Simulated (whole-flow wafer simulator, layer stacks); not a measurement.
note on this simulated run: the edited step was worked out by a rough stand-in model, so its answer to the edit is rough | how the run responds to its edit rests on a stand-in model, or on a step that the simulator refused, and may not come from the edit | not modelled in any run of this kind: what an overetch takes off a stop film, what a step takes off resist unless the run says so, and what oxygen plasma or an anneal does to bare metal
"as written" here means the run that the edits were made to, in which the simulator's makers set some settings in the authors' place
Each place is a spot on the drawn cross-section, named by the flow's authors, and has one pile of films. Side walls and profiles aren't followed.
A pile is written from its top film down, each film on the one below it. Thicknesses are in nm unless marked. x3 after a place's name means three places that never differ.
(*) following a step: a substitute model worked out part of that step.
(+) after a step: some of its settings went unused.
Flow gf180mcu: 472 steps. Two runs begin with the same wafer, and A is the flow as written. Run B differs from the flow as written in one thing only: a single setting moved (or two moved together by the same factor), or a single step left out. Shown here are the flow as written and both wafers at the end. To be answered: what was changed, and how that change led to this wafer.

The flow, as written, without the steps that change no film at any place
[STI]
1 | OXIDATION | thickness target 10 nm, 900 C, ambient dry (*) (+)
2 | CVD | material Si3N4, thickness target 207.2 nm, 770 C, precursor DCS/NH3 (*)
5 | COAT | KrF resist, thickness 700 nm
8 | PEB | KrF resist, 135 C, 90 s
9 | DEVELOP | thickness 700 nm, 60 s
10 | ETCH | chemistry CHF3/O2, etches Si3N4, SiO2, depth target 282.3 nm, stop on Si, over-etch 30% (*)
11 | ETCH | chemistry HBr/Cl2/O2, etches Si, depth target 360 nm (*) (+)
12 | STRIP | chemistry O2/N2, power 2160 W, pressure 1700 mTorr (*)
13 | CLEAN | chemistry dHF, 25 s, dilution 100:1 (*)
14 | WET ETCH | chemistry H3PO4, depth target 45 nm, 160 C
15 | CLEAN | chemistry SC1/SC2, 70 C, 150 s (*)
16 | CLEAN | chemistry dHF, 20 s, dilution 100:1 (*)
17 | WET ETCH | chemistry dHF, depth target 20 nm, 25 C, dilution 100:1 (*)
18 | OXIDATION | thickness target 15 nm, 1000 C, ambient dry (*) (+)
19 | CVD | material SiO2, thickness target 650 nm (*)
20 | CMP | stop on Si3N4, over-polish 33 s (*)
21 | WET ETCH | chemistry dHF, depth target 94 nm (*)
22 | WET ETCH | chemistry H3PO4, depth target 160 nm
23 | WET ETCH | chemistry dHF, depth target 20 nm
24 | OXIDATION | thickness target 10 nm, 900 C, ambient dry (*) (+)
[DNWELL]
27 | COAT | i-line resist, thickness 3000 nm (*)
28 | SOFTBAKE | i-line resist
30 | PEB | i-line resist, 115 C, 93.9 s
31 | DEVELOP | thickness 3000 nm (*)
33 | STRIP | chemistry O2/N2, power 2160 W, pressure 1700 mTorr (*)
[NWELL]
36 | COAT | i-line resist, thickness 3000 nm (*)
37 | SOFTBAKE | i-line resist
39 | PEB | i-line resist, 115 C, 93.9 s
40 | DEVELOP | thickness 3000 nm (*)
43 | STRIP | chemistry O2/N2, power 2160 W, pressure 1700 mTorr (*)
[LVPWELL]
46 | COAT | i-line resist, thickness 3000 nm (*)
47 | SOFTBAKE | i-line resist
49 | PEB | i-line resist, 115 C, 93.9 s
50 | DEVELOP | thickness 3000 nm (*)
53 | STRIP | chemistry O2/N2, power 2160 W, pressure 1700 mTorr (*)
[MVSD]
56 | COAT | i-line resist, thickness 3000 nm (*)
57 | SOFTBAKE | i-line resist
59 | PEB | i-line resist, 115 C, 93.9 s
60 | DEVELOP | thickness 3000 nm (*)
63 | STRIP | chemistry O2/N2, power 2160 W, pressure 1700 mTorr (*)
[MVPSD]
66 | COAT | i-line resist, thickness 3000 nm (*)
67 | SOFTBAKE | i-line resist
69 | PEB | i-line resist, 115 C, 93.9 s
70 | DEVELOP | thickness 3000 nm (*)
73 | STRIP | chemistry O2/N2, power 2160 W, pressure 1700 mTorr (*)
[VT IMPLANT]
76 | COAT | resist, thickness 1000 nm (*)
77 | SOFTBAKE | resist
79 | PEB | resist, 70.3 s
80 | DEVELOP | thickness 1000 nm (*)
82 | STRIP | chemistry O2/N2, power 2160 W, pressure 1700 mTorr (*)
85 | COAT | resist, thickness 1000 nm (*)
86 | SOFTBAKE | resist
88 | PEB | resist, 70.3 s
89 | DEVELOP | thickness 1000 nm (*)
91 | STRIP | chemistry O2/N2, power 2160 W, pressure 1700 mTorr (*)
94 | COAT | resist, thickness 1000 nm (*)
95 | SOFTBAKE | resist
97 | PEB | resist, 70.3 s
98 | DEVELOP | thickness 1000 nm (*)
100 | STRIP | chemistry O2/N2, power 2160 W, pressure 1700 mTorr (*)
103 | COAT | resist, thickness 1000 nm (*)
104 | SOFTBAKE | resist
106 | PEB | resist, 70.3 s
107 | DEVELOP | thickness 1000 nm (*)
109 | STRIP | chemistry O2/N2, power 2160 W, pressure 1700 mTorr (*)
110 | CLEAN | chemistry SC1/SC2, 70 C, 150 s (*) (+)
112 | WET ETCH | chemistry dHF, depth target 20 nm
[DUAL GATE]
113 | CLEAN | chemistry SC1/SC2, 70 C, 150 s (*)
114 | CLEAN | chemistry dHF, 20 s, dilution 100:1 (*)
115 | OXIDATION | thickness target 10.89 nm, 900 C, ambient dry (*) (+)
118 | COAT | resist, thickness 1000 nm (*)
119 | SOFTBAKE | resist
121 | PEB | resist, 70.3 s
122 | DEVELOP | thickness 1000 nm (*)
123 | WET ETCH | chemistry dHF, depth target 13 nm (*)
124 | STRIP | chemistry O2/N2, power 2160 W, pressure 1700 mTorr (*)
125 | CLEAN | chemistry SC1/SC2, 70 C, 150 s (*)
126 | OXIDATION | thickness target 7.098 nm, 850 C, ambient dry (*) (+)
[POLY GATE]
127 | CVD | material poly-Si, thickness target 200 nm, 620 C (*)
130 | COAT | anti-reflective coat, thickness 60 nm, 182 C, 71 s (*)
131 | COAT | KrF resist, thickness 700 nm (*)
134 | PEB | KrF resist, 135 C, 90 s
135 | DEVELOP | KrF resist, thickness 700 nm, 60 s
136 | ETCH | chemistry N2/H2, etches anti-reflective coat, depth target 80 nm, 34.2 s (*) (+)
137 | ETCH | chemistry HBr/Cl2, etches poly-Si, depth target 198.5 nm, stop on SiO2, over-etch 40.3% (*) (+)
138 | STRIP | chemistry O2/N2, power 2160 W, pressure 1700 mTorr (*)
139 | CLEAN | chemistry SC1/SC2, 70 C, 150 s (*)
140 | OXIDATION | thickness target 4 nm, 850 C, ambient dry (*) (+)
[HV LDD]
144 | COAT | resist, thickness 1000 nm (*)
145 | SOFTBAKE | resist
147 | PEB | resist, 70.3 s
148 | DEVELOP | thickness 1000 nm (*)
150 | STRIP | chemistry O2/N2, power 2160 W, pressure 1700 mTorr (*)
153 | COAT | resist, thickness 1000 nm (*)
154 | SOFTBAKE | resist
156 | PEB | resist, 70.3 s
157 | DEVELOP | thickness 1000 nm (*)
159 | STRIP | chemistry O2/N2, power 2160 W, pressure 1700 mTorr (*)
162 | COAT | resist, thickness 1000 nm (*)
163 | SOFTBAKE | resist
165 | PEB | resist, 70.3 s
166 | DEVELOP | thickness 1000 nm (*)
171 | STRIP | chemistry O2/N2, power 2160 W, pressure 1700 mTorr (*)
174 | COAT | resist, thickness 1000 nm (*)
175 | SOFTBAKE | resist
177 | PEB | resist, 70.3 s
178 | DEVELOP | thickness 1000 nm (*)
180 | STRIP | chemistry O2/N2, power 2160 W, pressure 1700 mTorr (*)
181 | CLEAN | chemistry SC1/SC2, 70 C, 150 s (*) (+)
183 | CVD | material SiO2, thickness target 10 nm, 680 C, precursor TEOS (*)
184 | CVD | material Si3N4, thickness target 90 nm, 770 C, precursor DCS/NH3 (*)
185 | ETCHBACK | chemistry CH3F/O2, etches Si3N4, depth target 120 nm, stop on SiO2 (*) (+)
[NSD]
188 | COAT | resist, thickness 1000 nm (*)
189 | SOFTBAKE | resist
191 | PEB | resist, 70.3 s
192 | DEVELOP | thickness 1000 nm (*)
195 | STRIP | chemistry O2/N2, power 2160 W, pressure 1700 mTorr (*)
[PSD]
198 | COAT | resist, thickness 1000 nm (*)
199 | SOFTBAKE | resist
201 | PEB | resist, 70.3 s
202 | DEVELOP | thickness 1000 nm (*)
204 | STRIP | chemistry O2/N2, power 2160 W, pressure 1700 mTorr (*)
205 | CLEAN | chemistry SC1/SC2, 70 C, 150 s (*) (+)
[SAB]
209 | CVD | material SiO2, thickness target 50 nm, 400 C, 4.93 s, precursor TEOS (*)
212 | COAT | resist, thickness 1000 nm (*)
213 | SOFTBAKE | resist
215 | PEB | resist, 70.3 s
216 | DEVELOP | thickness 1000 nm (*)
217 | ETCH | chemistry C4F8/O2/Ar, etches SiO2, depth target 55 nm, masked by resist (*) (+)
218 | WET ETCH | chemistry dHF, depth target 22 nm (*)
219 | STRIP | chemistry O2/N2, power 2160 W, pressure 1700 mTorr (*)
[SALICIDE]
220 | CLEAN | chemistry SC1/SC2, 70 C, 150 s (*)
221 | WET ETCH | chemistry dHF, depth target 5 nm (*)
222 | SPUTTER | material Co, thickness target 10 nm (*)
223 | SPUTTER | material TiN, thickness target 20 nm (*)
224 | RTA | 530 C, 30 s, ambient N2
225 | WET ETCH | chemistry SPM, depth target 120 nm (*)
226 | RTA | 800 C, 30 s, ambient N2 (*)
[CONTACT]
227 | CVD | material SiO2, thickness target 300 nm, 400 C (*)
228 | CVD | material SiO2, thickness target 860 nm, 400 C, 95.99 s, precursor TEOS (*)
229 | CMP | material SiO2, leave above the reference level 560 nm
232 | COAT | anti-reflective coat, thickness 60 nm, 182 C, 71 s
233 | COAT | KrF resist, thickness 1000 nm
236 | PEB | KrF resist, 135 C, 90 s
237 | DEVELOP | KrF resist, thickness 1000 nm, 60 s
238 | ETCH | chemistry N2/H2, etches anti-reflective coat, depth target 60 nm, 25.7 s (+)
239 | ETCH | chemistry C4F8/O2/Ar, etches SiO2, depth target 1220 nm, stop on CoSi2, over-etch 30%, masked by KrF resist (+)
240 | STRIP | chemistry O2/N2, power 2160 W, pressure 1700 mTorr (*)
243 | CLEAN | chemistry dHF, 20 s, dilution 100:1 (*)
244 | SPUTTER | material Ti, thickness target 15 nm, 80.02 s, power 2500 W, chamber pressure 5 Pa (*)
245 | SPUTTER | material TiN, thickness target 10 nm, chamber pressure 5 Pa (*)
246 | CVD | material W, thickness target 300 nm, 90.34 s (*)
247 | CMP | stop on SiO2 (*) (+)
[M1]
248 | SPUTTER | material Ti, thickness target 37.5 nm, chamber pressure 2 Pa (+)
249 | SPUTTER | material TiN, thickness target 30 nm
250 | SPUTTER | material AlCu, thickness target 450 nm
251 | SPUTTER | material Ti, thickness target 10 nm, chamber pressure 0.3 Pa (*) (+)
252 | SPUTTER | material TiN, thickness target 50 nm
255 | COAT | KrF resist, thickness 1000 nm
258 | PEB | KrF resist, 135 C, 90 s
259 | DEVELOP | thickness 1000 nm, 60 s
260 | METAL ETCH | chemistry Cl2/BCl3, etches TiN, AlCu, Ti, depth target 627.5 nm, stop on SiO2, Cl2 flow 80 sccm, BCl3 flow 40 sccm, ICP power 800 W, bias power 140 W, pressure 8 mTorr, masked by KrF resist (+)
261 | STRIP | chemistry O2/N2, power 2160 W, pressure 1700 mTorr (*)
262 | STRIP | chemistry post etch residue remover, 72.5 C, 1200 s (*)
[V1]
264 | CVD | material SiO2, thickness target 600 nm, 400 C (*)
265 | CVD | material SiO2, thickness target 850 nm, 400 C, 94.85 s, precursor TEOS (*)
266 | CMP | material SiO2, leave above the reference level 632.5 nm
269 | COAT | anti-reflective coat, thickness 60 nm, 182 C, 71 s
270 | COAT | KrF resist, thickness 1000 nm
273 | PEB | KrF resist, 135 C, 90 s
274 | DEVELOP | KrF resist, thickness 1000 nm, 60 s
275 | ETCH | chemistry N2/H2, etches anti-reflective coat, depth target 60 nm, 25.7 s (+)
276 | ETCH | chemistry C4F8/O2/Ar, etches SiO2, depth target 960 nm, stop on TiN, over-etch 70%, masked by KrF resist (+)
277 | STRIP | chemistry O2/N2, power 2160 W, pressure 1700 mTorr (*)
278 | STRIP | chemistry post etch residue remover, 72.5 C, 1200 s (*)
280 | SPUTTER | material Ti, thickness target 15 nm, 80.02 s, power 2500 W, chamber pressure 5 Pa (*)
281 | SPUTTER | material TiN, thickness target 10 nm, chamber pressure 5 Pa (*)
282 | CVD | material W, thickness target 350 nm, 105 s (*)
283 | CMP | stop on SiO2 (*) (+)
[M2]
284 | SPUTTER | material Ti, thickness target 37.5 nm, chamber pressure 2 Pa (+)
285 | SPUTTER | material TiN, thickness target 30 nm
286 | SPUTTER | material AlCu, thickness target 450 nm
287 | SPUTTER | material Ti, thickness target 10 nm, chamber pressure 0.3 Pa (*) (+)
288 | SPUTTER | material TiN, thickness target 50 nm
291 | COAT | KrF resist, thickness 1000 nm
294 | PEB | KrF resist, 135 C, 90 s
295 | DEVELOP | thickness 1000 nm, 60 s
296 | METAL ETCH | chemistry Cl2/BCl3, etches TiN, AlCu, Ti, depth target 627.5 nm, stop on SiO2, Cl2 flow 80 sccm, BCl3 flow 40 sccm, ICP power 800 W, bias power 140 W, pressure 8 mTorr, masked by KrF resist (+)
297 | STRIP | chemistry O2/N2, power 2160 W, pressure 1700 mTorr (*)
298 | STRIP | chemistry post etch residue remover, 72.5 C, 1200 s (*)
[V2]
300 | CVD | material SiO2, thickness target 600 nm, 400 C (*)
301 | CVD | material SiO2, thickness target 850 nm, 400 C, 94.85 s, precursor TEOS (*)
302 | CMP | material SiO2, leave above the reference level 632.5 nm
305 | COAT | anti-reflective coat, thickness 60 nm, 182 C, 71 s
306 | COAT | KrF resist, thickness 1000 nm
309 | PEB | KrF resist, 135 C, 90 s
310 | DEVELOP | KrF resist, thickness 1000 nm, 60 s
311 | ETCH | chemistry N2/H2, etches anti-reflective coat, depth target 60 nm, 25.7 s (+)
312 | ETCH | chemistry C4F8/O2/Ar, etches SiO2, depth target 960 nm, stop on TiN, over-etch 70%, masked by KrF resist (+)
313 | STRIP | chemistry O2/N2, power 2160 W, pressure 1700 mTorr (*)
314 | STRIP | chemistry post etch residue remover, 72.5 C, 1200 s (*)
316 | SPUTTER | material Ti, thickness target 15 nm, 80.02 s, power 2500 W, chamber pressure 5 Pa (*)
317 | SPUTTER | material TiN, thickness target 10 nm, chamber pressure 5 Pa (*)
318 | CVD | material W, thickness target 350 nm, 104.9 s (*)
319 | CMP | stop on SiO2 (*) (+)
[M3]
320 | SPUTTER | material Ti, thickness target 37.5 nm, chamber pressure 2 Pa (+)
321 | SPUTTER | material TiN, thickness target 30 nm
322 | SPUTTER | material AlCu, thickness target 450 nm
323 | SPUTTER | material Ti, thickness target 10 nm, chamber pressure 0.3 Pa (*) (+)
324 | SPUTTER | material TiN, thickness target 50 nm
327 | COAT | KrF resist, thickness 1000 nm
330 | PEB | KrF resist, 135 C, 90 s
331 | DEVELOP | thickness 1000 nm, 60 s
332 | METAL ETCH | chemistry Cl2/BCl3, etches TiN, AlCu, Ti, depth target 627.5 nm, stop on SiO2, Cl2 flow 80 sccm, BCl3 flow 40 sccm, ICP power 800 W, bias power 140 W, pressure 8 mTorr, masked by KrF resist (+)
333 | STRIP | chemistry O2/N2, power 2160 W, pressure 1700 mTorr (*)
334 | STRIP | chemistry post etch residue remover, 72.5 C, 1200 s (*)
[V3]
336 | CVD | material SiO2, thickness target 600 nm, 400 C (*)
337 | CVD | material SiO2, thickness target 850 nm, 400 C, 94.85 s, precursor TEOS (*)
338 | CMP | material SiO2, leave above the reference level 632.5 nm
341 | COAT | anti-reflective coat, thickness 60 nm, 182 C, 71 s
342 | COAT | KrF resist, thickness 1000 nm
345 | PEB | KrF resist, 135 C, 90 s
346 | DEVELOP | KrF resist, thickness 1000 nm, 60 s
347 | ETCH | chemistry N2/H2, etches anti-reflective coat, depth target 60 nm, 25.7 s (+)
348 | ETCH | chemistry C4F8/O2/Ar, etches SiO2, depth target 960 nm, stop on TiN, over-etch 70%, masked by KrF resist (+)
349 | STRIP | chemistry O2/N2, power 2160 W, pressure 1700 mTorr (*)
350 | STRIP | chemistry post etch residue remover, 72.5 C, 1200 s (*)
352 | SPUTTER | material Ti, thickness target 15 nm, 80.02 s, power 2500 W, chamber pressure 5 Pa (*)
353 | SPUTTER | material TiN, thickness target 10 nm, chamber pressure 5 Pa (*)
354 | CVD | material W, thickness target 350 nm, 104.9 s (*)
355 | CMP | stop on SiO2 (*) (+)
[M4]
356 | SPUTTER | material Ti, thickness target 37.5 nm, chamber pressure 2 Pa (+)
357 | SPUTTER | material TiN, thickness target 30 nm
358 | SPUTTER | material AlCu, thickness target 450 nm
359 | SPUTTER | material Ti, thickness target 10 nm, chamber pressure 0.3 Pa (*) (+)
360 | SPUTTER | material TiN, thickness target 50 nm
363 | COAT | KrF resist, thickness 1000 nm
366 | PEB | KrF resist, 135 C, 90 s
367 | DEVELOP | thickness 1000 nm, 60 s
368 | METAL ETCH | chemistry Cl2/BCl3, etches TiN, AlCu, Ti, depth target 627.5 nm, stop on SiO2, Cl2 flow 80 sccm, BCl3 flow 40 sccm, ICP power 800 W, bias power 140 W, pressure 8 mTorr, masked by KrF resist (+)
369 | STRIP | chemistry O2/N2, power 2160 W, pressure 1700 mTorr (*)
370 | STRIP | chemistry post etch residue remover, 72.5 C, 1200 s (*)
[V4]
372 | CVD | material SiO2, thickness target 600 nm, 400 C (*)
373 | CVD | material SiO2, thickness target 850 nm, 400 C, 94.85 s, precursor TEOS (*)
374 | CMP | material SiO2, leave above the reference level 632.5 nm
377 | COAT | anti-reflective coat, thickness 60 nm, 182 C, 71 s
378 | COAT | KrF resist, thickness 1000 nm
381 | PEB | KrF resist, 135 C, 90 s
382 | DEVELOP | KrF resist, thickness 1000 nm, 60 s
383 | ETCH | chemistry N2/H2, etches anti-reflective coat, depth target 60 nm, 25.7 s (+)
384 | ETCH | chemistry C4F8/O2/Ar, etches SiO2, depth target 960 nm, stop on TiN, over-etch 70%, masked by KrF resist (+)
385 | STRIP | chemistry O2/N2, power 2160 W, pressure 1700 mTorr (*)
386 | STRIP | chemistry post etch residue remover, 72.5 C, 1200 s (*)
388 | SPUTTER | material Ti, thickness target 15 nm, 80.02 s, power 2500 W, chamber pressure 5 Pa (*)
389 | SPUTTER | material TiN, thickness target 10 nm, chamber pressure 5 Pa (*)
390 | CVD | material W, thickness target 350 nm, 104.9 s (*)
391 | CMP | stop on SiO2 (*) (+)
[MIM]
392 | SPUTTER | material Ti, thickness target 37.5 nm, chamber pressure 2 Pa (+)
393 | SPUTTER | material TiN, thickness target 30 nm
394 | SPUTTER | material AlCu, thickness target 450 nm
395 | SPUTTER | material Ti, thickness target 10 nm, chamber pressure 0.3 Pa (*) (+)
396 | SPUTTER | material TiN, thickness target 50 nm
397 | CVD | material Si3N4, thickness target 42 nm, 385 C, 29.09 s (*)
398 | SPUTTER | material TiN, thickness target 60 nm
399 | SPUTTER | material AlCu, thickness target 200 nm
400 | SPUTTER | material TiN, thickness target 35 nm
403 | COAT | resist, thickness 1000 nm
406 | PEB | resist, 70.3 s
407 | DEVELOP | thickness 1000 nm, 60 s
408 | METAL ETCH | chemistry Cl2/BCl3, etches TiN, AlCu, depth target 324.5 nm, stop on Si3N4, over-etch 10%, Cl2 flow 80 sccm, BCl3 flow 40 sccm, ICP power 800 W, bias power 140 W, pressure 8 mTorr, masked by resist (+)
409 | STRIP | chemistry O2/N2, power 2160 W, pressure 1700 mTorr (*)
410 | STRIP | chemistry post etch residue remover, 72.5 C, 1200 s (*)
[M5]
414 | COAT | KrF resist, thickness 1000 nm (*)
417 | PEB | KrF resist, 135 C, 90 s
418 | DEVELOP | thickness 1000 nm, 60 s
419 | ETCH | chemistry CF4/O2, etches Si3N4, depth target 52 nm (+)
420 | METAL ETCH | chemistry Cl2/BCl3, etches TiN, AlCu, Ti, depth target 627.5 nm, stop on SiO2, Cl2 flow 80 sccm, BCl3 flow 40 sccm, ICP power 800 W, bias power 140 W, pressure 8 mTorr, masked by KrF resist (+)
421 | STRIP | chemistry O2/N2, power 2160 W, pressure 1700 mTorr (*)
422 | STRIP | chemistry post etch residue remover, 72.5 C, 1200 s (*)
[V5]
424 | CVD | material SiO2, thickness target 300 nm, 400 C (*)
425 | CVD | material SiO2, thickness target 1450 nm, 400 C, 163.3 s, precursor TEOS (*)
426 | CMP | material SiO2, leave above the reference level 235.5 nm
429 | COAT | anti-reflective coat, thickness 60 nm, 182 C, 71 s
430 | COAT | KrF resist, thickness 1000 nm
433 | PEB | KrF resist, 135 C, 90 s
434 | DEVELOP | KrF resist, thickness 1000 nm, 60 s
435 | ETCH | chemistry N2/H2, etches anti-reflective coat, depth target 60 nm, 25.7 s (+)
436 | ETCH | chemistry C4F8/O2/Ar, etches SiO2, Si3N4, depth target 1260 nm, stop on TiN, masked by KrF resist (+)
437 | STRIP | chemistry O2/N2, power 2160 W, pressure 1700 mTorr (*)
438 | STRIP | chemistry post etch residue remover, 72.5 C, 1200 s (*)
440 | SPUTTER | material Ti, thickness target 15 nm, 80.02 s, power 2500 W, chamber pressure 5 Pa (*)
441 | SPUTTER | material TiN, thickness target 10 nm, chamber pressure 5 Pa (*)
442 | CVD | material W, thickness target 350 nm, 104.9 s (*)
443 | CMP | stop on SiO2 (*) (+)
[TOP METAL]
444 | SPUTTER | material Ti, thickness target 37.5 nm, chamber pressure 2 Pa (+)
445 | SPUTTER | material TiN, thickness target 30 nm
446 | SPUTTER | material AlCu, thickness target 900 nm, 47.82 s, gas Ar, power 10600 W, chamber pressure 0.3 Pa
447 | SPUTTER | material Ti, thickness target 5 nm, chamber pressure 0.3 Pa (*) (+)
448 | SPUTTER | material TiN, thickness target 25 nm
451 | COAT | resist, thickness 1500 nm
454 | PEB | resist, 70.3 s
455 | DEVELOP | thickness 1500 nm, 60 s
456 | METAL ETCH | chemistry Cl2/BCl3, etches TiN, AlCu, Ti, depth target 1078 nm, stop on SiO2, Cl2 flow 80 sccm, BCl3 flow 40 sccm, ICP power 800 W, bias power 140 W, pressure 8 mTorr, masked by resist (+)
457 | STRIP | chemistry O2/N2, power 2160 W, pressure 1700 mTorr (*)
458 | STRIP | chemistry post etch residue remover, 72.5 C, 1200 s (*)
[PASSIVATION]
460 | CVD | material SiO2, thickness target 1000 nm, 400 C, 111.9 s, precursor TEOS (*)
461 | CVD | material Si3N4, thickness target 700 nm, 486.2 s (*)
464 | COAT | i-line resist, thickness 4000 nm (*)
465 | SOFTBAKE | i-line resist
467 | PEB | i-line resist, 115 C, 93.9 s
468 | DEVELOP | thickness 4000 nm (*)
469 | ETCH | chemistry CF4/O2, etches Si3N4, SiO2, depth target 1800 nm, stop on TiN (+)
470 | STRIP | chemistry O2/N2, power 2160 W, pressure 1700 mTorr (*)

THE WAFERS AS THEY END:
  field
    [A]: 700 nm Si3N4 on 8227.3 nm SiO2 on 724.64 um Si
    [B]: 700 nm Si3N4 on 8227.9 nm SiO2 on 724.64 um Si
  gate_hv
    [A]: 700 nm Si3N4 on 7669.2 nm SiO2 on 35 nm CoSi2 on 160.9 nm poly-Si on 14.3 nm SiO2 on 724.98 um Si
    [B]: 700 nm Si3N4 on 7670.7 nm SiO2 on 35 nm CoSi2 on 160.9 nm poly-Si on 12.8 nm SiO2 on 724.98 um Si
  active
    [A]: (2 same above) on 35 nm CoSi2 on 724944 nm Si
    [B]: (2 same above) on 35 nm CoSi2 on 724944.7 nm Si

What caused this: step 126, OXIDATION: thickness target 5.324 nm was run, though the flow has thickness target 7.098 nm.

How this came from the change, step by step:
  126 | OXIDATION | thickness target 7.098 nm, 850 C, ambient dry (*) (+)
      gate_hv, active_hv, active_nat and 25 more: A +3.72 SiO2, -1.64 Si | B +2.22 SiO2, -0.98 Si
      active, n_well, p_well and 12 more: A +7.1 SiO2 (new film), -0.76 chemical SiO2 (all of it), -2.79 Si | B +5.32 SiO2 (new film), -0.76 chemical SiO2 (all of it), -2.01 Si
  189 | SOFTBAKE | resist
      field__w9: A +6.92 resist | B -3.05 resist
  199 | SOFTBAKE | resist
      field__w9: A +6.92 resist | B -3.05 resist
  218 | WET ETCH | chemistry dHF, depth target 22 nm (*)
      active, p_well, sd_n, iso_ptap_pw, iso_ntap_nw, iso_ptap_sub, vpnp_e: A -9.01 SiO2 (all of it) | B -7.4 SiO2 (all of it)
      ldn_tap, ldn_src, ldn_drn, ldp_tap, ldp_src, ldp_drn, ldp_gr: A -16 SiO2 (all of it) | B -14.5 SiO2 (all of it)
      (and at 9 other places as well)
  223 | SPUTTER | material TiN, thickness target 20 nm (*)
      field__w12: A +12 TiN (new film) | B +12.6 TiN (new film)
  225 | WET ETCH | chemistry SPM, depth target 120 nm (*)
      field__w12: A -12 TiN (all of it), -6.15 Co (all of it) | B -12.6 TiN (all of it), -6.15 Co (all of it)
